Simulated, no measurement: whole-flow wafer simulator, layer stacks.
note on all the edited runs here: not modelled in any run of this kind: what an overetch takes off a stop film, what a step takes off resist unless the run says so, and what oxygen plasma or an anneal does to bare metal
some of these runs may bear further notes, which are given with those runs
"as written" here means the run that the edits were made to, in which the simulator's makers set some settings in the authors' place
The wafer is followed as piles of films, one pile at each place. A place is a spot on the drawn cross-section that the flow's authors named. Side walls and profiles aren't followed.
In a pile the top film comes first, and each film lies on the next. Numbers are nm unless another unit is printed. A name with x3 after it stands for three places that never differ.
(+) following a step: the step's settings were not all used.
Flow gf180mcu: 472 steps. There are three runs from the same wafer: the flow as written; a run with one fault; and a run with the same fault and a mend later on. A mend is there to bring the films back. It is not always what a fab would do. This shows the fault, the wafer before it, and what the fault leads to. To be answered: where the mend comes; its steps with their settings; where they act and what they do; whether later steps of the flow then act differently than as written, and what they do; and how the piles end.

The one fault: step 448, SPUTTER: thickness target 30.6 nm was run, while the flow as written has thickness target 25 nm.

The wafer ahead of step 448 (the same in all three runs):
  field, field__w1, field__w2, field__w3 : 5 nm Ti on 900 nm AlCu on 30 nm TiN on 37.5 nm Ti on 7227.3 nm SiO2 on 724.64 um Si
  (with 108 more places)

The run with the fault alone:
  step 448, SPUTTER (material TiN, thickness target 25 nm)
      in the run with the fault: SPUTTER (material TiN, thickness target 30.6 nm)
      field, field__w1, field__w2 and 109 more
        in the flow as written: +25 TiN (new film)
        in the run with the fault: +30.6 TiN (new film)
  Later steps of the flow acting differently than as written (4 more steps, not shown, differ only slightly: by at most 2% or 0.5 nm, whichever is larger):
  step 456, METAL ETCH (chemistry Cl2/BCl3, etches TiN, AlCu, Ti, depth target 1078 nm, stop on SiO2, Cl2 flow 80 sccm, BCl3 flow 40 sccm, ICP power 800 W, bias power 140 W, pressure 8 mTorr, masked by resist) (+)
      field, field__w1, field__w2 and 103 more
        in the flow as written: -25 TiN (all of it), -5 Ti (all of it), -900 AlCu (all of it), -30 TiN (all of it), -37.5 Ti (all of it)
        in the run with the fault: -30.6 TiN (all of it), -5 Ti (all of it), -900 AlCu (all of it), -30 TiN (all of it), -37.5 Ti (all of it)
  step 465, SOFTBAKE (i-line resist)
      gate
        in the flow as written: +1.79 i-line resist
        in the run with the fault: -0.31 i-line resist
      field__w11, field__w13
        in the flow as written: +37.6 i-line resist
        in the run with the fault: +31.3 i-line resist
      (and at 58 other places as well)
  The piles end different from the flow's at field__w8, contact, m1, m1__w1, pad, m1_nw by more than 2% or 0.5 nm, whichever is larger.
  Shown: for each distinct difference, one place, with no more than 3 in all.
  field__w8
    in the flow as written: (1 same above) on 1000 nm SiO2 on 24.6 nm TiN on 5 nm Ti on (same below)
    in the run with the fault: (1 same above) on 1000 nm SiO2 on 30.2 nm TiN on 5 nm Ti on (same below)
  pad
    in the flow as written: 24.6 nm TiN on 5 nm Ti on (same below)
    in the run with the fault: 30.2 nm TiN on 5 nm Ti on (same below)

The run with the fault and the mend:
  After step 448 comes the mend.
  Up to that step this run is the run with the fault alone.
  step 448a, METAL ETCH (chemistry Cl2/BCl3, etches TiN, AlCu, Ti, depth target 5.6 nm, Cl2 flow 80 sccm, BCl3 flow 40 sccm, ICP power 800 W, bias power 140 W, pressure 8 mTorr) (the flow's step 260, run once more with other settings)
      field, field__w1, field__w2 and 109 more
        -5.6 TiN
  Every later step of the flow that is run acts as written at every place that is followed.
  The piles end the same as the flow's at every place that both follow.
